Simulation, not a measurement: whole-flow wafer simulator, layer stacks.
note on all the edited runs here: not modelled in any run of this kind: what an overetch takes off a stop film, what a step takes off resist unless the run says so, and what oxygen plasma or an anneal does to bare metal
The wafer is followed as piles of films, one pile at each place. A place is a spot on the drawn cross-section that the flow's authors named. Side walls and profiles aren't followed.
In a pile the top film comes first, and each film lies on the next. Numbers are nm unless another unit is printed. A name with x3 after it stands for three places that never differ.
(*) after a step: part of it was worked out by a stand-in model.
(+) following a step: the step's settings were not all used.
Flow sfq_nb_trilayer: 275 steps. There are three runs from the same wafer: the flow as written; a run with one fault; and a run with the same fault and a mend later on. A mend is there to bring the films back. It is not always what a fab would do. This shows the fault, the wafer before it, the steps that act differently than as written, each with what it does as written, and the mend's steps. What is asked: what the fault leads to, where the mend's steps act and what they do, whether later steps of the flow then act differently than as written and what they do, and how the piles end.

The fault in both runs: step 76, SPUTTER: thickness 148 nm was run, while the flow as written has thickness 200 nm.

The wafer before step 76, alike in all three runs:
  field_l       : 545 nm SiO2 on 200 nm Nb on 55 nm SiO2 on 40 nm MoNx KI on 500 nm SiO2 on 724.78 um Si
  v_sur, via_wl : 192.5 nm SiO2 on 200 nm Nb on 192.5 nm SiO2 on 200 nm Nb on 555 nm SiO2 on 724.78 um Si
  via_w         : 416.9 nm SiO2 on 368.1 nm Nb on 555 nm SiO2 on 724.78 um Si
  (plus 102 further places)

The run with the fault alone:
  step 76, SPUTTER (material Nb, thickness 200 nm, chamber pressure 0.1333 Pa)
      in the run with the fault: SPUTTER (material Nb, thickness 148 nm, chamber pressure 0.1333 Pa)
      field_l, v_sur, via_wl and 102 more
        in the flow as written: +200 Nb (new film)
        in the run with the fault: +148 Nb (new film)
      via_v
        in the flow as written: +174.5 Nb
        in the run with the fault: +129.8 Nb
  Later steps of the flow acting differently than as written (not shown: 6 more steps that differ only slightly, by at most 2% or 0.5 nm, whichever is larger):
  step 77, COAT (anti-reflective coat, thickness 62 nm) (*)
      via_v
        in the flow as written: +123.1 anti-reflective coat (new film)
        in the run with the fault: +120.6 anti-reflective coat (new film)
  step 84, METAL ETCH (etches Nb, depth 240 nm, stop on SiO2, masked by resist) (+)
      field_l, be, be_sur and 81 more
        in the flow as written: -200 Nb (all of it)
        in the run with the fault: -148 Nb (all of it)
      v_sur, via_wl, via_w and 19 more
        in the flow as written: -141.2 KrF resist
        in the run with the fault: -130.6 KrF resist
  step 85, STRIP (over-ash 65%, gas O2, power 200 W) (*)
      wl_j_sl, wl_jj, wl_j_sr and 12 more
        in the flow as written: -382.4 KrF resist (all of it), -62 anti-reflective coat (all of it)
        in the run with the fault: -393 KrF resist (all of it), -62 anti-reflective coat (all of it)
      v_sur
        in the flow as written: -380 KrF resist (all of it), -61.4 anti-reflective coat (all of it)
        in the run with the fault: -390.7 KrF resist (all of it), -61.4 anti-reflective coat (all of it)
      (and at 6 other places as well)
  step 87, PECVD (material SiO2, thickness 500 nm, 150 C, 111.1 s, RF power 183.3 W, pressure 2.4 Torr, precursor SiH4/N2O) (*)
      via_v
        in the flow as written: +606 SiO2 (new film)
        in the run with the fault: +593.1 SiO2 (new film)
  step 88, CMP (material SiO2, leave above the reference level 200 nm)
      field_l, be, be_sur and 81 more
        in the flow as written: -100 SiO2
        in the run with the fault: -152 SiO2
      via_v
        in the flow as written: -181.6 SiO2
        in the run with the fault: -175.9 SiO2
  By the end, the piles at v_sur, via_wl, via_w and 86 more depart from the flow's by more than 2% or 0.5 nm, whichever is larger.
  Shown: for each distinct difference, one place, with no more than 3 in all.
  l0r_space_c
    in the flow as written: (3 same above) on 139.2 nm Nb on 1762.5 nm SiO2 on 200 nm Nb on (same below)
    in the run with the fault: (3 same above) on 139.2 nm Nb on 1710.5 nm SiO2 on 200 nm Nb on (same below)
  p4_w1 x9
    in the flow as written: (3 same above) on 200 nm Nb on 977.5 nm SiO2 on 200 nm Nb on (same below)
    in the run with the fault: (3 same above) on 200 nm Nb on 925.5 nm SiO2 on 200 nm Nb on (same below)
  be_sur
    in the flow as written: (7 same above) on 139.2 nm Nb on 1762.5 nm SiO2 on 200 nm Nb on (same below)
    in the run with the fault: (7 same above) on 139.2 nm Nb on 1710.5 nm SiO2 on 200 nm Nb on (same below)

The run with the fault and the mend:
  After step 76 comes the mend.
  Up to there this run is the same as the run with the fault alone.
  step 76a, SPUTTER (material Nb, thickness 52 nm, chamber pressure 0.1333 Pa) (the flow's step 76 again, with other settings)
      field_l, v_sur, via_wl and 102 more
        +52 Nb
      via_v
        +41.1 Nb
  Every later step of the flow that is run acts as written, at every place that is followed, to within 2% or 0.5 nm, whichever is larger.
  At the end the piles are close to the flow's at the places that both follow, differing by at most 2% or 0.5 nm, whichever is larger.
